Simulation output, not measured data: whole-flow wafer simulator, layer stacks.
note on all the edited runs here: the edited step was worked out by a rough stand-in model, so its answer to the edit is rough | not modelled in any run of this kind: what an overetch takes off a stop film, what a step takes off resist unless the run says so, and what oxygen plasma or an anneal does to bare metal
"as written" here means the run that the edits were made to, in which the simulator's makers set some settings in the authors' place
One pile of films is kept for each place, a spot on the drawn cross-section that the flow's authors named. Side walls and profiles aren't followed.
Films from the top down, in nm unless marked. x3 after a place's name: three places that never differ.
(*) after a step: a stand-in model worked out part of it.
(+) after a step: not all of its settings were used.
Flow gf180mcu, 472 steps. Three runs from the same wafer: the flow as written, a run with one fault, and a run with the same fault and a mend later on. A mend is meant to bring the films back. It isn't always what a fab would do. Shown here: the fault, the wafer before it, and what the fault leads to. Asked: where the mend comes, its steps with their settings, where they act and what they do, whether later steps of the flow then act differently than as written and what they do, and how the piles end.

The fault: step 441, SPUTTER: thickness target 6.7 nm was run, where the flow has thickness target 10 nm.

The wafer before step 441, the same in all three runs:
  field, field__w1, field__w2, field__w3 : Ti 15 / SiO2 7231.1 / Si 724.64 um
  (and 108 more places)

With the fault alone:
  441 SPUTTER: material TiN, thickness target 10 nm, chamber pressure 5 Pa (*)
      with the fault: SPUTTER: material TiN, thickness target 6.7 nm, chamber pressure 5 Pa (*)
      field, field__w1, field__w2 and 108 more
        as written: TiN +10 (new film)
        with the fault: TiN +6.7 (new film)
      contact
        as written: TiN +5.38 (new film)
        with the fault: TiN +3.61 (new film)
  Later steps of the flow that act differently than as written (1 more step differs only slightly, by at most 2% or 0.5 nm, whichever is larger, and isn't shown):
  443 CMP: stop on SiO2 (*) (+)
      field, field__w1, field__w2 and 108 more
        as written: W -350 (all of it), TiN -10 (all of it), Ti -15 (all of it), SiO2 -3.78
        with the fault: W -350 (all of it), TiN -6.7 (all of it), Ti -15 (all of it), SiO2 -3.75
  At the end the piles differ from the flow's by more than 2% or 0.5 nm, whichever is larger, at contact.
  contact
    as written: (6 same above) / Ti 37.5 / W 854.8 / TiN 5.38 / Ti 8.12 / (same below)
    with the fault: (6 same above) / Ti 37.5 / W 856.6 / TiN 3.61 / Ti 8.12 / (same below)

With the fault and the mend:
  The mend comes after step 441.
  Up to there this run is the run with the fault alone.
  441a SPUTTER: material TiN, thickness target 3.3 nm, chamber pressure 5 Pa (*) (the flow's step 441 once more, with other settings)
      field, field__w1, field__w2 and 108 more
        TiN +3.3
      contact
        TiN +1.77
  No later step of the flow acts differently than as written at any place that is followed.
  At the end the piles are the same as the flow's at every place that both follow.
